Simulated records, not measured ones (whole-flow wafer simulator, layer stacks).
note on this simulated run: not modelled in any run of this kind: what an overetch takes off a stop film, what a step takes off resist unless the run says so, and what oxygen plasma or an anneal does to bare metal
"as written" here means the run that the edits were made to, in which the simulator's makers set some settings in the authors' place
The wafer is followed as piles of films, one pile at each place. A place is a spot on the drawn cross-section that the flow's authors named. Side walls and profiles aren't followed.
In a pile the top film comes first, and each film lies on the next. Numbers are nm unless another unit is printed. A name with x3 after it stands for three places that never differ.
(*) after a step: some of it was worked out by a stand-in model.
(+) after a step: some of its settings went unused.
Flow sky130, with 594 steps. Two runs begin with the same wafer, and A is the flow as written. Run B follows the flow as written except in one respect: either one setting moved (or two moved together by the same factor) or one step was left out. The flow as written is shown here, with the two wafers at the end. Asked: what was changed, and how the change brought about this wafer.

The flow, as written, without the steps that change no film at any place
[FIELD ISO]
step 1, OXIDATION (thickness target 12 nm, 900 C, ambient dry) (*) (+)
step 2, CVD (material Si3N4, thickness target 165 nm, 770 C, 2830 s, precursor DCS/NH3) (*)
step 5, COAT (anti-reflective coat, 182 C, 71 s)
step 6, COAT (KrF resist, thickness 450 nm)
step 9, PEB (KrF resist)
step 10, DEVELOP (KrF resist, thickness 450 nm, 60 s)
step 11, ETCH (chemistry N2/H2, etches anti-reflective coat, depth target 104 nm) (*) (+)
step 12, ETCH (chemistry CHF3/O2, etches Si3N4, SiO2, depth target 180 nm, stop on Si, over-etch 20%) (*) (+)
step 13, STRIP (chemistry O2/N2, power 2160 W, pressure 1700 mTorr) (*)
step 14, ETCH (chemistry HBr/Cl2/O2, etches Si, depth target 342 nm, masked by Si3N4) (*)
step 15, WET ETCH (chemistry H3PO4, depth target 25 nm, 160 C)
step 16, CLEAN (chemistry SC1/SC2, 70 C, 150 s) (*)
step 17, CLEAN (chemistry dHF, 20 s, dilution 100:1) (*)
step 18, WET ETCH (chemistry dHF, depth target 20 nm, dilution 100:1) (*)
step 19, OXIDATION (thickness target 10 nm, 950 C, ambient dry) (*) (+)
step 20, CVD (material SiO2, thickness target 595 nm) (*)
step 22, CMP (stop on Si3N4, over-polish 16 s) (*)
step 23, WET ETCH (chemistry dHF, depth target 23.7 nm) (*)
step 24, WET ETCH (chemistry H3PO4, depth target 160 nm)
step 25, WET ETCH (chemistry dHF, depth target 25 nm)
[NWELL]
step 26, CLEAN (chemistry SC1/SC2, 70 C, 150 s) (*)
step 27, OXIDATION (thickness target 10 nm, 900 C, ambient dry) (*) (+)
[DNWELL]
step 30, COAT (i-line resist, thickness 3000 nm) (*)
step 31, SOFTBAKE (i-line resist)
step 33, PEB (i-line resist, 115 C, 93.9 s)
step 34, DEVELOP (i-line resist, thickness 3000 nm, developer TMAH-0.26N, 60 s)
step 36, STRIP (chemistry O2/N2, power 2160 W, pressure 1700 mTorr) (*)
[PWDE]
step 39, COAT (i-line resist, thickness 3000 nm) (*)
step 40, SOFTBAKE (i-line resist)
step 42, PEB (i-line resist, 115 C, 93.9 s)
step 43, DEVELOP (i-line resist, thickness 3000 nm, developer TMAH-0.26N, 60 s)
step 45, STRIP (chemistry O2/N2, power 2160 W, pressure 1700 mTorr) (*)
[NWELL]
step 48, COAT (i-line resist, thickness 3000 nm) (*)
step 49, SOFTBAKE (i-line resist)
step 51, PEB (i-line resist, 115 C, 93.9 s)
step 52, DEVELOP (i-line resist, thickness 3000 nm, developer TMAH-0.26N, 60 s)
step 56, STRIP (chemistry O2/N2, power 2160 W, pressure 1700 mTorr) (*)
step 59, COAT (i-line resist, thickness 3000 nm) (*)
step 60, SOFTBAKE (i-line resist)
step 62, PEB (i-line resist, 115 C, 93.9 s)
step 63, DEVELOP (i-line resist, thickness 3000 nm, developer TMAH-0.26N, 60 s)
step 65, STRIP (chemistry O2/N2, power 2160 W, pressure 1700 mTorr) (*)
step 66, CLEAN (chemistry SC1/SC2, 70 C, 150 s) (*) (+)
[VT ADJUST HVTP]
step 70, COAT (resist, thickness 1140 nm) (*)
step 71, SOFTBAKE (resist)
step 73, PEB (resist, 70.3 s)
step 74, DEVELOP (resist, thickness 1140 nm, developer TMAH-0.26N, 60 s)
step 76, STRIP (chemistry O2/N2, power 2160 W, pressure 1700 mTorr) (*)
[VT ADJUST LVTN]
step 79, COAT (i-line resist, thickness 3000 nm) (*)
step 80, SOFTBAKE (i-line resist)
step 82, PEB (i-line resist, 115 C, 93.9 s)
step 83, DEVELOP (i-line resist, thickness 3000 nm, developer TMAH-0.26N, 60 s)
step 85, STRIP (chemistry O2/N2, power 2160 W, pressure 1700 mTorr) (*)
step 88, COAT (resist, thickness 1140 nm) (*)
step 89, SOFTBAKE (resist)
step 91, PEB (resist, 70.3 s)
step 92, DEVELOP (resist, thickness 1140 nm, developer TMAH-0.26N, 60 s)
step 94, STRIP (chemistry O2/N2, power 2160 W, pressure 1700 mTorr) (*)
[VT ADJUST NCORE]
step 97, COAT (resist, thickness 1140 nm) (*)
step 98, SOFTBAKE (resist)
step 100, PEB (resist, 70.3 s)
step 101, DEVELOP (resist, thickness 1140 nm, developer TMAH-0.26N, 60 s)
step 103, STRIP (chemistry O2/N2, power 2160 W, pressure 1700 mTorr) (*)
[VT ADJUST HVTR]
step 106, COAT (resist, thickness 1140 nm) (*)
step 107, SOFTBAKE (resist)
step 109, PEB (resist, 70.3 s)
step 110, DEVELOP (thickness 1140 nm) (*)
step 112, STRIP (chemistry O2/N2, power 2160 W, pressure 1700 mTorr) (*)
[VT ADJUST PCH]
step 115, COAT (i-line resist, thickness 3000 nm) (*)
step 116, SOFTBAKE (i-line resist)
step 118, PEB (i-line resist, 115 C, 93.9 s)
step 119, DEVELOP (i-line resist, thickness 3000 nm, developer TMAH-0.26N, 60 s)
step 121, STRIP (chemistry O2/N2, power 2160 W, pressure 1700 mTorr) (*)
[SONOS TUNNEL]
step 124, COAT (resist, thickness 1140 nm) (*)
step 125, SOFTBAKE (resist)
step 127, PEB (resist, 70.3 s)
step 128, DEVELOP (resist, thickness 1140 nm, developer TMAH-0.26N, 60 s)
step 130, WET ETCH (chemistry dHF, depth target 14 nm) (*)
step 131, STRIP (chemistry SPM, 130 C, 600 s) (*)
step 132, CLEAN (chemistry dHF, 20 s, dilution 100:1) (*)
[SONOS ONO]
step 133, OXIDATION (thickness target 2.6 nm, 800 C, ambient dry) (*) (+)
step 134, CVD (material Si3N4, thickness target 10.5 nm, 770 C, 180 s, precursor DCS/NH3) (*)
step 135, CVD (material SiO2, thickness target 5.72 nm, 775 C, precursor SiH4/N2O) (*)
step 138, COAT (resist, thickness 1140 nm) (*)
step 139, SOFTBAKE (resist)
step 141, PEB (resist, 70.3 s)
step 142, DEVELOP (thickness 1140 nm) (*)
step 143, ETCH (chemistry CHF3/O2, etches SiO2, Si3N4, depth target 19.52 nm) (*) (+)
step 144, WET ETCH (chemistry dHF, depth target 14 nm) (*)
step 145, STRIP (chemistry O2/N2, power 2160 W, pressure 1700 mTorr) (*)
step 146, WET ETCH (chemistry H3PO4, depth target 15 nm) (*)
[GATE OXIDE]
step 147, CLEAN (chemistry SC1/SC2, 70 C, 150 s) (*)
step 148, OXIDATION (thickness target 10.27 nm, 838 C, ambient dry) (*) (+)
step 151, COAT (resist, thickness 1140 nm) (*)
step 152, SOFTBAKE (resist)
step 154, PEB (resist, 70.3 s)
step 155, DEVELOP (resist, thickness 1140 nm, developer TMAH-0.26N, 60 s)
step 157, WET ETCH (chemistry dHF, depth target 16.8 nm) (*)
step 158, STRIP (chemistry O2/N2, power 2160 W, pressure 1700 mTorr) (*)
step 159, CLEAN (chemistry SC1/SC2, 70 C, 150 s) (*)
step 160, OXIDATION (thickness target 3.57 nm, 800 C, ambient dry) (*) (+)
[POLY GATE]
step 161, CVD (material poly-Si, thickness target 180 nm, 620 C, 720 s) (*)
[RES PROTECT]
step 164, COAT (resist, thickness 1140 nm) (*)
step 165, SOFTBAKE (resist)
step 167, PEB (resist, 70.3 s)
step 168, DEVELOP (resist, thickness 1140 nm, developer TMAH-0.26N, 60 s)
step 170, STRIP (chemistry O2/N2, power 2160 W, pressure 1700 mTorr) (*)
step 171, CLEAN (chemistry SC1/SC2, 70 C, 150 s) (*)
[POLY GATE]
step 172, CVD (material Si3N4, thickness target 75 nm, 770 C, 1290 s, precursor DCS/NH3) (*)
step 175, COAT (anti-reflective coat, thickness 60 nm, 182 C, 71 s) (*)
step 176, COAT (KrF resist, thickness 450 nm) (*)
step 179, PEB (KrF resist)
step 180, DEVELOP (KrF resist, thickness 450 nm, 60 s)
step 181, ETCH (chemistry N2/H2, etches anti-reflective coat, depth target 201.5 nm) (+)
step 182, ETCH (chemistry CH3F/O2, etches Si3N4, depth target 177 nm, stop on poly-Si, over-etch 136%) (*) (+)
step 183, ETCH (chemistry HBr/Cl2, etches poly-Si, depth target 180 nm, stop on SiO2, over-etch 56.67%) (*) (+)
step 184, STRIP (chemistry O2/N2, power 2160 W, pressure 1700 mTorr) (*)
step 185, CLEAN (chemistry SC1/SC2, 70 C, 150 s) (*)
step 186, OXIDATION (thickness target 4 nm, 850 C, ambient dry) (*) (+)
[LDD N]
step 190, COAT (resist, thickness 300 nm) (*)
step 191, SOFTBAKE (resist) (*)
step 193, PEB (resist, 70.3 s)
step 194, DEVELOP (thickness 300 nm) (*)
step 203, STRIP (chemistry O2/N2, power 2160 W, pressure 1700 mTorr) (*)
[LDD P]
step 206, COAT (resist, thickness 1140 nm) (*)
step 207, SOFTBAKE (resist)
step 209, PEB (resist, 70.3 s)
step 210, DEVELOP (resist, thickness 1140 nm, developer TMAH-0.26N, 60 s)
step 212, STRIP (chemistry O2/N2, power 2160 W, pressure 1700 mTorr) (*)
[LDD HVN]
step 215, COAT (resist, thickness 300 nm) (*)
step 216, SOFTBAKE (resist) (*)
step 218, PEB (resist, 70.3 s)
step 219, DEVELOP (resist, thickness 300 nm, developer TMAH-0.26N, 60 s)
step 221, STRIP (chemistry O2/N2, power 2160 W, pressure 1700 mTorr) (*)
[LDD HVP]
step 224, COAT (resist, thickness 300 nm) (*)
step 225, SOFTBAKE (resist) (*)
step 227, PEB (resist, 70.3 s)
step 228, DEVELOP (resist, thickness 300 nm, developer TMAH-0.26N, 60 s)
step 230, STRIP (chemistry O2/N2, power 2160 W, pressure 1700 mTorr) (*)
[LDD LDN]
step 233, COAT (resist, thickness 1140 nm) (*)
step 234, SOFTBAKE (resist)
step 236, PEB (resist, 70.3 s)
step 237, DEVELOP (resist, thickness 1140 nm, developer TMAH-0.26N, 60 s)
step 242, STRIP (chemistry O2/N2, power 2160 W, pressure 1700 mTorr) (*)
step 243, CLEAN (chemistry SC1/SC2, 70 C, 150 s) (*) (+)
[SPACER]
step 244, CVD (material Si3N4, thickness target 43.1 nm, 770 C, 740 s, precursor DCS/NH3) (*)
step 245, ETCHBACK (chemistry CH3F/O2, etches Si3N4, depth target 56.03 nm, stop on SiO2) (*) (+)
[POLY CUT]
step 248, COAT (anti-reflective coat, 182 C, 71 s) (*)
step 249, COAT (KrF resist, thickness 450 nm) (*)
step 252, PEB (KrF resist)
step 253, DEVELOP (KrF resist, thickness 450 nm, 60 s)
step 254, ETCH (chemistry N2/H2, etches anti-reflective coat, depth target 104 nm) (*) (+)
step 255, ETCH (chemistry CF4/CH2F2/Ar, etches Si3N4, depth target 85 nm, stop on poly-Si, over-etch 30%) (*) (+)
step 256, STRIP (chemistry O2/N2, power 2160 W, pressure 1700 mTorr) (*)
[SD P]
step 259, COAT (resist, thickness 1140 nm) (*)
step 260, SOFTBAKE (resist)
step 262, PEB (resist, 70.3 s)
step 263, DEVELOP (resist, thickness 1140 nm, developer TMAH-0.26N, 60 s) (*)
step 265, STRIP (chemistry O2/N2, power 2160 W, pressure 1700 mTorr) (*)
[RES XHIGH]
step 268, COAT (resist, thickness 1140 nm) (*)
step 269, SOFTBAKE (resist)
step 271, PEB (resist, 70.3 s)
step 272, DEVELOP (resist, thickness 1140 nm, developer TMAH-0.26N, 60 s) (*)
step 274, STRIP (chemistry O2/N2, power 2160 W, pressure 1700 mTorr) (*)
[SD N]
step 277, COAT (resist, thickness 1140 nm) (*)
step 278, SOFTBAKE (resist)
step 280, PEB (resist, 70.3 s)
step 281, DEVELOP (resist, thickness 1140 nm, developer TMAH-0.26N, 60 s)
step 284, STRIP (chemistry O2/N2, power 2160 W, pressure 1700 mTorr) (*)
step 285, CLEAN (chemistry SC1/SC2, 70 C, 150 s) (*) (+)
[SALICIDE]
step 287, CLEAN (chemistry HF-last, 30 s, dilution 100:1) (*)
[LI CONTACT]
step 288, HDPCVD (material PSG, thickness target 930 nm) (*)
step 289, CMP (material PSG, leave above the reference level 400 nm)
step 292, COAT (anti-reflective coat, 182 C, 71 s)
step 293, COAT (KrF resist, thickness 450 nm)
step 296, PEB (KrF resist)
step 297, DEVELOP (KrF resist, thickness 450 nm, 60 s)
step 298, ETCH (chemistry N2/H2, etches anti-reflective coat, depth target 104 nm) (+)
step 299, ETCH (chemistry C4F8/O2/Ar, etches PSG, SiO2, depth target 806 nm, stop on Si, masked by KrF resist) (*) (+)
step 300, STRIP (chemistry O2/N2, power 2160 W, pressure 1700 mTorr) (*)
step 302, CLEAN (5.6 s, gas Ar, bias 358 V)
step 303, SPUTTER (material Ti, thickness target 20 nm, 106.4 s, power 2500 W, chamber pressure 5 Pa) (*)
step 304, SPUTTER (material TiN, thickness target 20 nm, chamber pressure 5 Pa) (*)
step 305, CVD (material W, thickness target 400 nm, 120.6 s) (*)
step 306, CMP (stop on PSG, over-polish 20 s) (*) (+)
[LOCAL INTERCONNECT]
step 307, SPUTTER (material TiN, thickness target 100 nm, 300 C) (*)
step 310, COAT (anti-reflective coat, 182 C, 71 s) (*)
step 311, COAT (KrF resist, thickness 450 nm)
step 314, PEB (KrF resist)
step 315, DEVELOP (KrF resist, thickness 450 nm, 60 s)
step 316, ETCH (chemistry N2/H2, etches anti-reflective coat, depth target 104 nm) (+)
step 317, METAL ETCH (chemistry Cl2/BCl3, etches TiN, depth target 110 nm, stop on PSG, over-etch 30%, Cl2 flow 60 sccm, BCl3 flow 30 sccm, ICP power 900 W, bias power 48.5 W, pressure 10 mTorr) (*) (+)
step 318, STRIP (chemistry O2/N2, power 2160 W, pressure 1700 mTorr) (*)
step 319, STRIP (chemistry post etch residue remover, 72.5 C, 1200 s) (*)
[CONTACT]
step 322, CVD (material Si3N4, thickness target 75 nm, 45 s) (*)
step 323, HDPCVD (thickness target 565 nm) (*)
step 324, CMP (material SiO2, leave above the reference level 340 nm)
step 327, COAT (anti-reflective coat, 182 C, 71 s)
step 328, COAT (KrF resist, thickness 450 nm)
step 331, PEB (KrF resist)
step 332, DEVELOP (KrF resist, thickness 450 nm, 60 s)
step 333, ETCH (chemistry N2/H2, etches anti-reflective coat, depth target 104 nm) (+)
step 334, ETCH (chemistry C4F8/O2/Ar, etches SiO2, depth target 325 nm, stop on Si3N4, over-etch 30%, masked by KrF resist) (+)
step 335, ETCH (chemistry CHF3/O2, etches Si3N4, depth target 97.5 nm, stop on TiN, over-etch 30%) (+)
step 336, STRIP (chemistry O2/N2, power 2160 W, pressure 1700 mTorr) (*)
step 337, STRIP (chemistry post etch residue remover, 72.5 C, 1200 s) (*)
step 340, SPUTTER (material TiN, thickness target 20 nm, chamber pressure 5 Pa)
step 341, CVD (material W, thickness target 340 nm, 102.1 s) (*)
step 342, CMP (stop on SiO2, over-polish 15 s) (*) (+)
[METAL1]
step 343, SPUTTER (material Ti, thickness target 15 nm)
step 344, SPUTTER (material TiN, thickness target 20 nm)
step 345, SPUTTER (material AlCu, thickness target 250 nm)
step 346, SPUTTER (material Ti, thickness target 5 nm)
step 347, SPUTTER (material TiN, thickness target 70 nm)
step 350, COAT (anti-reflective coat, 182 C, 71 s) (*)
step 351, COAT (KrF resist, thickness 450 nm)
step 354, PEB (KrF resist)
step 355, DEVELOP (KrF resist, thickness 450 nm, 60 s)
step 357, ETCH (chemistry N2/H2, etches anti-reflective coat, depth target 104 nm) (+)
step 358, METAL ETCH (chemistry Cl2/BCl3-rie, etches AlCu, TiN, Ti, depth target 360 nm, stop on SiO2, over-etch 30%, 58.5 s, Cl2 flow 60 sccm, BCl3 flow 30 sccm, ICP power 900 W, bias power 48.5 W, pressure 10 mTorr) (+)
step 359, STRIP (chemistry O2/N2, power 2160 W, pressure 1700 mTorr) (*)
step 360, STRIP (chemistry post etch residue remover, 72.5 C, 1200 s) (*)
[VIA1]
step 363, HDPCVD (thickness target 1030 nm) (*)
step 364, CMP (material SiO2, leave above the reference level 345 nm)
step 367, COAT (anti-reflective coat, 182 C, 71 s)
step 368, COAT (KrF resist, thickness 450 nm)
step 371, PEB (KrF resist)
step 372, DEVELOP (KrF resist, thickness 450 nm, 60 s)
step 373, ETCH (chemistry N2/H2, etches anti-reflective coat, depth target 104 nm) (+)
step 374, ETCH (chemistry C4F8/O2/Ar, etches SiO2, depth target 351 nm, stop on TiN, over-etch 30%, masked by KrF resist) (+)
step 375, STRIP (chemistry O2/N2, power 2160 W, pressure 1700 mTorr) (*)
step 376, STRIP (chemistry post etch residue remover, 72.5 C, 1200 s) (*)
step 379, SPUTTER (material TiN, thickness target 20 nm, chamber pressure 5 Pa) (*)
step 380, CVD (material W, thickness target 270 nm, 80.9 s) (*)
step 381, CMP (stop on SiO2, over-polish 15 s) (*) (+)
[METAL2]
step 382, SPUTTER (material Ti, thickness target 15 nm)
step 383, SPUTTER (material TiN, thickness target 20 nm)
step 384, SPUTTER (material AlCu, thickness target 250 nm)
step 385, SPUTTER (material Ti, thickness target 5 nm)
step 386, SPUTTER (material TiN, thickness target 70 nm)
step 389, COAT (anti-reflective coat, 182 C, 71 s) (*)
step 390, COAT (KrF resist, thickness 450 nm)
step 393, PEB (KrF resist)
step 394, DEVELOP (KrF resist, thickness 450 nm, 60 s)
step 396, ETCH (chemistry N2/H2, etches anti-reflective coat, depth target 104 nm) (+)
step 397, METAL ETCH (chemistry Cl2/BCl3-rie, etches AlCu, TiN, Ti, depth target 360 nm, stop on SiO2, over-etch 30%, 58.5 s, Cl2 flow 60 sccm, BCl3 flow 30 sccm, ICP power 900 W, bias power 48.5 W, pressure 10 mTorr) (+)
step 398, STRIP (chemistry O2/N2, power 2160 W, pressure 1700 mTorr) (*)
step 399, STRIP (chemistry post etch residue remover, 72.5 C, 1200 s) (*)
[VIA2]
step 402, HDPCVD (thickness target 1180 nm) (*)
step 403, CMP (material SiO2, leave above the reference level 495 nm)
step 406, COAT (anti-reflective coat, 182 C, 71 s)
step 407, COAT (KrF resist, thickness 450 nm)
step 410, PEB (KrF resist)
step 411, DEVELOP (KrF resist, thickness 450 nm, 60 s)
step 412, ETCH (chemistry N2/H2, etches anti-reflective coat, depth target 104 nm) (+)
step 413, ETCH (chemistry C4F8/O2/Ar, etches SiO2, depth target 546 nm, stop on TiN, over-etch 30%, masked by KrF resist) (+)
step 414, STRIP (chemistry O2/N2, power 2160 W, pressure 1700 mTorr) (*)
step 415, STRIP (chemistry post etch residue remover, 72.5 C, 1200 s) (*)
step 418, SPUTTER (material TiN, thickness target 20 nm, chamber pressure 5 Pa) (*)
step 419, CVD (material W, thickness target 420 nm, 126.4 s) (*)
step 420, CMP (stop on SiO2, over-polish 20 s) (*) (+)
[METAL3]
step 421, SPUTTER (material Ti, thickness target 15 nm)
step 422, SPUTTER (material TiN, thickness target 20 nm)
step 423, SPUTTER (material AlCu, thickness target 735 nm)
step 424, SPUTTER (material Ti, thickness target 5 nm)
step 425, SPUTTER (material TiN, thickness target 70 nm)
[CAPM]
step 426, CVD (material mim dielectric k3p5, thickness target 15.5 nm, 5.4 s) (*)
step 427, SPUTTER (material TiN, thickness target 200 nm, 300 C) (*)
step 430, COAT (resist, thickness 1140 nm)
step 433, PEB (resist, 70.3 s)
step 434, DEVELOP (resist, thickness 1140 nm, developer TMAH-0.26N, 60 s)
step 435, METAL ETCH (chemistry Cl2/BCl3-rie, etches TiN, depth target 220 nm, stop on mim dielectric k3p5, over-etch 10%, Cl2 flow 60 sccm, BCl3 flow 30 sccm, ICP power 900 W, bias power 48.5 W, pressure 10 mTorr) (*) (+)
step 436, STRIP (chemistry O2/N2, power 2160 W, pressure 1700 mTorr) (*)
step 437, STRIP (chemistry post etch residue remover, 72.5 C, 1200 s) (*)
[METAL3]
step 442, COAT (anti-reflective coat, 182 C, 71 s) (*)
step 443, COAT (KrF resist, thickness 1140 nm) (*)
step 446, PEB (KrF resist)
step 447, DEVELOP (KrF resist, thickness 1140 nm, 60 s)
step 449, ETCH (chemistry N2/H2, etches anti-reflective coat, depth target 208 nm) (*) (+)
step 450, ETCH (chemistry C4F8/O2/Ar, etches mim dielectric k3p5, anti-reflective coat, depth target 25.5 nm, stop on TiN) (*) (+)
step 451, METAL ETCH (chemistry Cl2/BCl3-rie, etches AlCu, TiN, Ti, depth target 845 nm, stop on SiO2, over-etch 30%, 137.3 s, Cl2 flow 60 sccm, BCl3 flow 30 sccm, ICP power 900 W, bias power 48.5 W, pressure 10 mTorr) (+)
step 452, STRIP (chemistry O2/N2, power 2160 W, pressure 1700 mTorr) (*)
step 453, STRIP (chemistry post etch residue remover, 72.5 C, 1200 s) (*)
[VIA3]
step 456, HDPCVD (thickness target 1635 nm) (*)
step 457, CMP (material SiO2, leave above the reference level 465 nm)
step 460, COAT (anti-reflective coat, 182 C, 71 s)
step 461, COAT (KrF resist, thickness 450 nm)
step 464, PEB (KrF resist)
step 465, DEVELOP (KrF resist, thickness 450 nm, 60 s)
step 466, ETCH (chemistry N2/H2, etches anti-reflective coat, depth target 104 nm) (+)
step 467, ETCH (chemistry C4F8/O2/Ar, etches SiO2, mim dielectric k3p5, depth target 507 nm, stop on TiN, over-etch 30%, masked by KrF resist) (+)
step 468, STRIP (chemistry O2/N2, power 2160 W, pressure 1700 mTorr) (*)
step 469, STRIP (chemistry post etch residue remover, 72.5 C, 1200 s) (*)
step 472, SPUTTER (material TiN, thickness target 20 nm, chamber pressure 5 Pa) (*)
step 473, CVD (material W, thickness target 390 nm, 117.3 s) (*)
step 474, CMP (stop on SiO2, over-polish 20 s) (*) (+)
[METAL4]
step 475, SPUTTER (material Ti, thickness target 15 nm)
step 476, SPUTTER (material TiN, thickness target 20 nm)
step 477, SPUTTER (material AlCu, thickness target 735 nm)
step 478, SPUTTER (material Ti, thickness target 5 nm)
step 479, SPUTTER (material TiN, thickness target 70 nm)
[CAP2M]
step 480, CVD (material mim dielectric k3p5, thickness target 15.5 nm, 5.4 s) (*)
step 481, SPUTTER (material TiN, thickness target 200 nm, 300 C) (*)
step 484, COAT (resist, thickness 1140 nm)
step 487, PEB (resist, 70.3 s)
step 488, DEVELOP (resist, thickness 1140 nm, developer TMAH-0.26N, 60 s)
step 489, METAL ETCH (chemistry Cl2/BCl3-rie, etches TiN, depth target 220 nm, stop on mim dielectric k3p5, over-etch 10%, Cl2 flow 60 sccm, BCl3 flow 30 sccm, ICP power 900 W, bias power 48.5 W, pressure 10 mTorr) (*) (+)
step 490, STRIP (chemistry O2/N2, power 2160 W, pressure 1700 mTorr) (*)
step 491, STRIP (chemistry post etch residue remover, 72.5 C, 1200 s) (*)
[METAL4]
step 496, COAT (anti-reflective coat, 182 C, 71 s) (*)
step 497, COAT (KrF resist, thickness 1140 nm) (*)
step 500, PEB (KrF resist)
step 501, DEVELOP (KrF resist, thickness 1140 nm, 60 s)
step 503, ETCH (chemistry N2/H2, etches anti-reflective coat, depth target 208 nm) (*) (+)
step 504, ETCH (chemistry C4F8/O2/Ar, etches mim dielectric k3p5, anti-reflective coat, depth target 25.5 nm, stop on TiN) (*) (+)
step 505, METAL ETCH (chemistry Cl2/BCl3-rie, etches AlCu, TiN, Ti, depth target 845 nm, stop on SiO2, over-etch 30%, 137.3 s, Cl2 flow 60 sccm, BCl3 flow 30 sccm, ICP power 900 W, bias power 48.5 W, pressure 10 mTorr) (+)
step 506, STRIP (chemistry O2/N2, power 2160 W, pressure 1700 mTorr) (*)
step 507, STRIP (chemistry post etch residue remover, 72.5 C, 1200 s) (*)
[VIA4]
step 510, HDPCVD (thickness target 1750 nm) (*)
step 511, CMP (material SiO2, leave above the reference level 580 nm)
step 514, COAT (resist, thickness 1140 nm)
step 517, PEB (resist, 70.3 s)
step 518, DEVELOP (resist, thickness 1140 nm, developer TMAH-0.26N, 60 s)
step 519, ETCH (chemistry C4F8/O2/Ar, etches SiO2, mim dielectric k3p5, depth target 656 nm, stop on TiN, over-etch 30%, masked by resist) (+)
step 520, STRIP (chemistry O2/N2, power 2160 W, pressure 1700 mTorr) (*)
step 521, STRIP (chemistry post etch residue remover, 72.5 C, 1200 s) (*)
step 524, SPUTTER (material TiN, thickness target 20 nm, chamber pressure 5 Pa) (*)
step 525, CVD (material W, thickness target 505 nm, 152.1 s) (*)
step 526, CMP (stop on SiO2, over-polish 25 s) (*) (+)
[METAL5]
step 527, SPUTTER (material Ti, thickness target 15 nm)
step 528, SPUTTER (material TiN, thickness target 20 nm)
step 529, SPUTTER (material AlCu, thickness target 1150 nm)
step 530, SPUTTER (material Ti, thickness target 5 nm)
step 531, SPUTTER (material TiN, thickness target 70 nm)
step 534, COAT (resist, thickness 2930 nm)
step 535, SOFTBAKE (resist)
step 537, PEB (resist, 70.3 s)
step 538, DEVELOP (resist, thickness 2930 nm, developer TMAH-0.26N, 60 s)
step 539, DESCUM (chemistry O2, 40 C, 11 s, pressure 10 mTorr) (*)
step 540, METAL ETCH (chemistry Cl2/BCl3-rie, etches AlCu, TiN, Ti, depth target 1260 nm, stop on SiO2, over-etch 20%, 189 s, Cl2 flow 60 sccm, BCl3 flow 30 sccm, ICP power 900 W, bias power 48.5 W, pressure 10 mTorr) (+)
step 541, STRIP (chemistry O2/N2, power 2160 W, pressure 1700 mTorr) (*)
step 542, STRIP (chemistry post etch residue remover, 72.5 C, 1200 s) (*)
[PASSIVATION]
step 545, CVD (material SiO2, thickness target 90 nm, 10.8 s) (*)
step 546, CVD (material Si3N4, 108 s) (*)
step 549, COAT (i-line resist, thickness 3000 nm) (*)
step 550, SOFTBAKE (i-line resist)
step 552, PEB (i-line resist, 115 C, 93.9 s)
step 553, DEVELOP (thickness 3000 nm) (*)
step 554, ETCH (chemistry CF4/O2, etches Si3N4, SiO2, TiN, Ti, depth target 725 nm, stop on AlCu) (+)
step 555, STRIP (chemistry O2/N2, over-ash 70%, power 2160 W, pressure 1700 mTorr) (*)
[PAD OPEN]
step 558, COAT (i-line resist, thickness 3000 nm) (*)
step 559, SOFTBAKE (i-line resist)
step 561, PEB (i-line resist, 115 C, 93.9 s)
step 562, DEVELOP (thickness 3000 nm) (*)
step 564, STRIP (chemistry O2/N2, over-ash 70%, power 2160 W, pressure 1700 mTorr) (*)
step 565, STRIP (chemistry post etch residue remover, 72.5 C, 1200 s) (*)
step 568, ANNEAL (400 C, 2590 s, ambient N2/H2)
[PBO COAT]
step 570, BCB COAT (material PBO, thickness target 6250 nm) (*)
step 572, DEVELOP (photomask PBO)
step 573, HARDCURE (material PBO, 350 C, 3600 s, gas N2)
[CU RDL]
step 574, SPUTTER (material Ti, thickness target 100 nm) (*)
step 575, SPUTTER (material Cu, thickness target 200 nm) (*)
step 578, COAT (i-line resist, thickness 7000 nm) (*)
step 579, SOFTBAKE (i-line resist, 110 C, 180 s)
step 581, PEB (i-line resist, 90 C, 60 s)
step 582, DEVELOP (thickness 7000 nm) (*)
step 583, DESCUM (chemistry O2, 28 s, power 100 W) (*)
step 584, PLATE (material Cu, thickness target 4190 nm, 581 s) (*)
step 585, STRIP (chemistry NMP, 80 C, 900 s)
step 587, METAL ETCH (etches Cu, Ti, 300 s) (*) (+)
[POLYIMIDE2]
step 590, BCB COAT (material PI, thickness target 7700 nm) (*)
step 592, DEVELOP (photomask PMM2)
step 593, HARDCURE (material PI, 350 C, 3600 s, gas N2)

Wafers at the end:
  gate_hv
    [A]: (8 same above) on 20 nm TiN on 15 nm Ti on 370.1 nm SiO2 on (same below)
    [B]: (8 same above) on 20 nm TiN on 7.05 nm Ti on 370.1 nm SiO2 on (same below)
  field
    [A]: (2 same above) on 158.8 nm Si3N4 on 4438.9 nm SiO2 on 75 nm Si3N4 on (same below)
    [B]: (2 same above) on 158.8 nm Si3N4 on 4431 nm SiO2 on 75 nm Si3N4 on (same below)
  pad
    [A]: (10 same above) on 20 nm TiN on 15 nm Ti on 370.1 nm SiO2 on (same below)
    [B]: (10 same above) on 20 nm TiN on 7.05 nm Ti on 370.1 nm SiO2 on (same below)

The reason: step 475, SPUTTER: thickness target 7.05 nm was run, whereas the flow has thickness target 15 nm.
One can read it off the wafer: gate_hv has Ti 7.05, and step 475 as written asks for 15 nm.

Step by step, how the change led to this:
  step 475, SPUTTER (material Ti, thickness target 15 nm)
      field, active, n_well and 189 more: A Ti gains 15 (new film) | B Ti gains 7.05 (new film)
  step 505, METAL ETCH (chemistry Cl2/BCl3-rie, etches AlCu, TiN, Ti, depth target 845 nm, stop on SiO2, over-etch 30%, 137.3 s, Cl2 flow 60 sccm, BCl3 flow 30 sccm, ICP power 900 W, bias power 48.5 W, pressure 10 mTorr) (+)
      field, gate, spacer and 68 more: A TiN loses 70 (all of it), Ti loses 5 (all of it), AlCu loses 735 (all of it), TiN loses 20 (all of it), Ti loses 15 (all of it), SiO2 loses 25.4 | B TiN loses 70 (all of it), Ti loses 5 (all of it), AlCu loses 735 (all of it), TiN loses 20 (all of it), Ti loses 7.05 (all of it), SiO2 loses 26.1
      active, vpp_iso1, mim_edge_plate and 14 more: A TiN loses 70 (all of it), Ti loses 5 (all of it), AlCu loses 735 (all of it), TiN loses 20 (all of it), Ti loses 15 (all of it), SiO2 loses 25.3 | B TiN loses 70 (all of it), Ti loses 5 (all of it), AlCu loses 735 (all of it), TiN loses 20 (all of it), Ti loses 7.05 (all of it), SiO2 loses 26.1
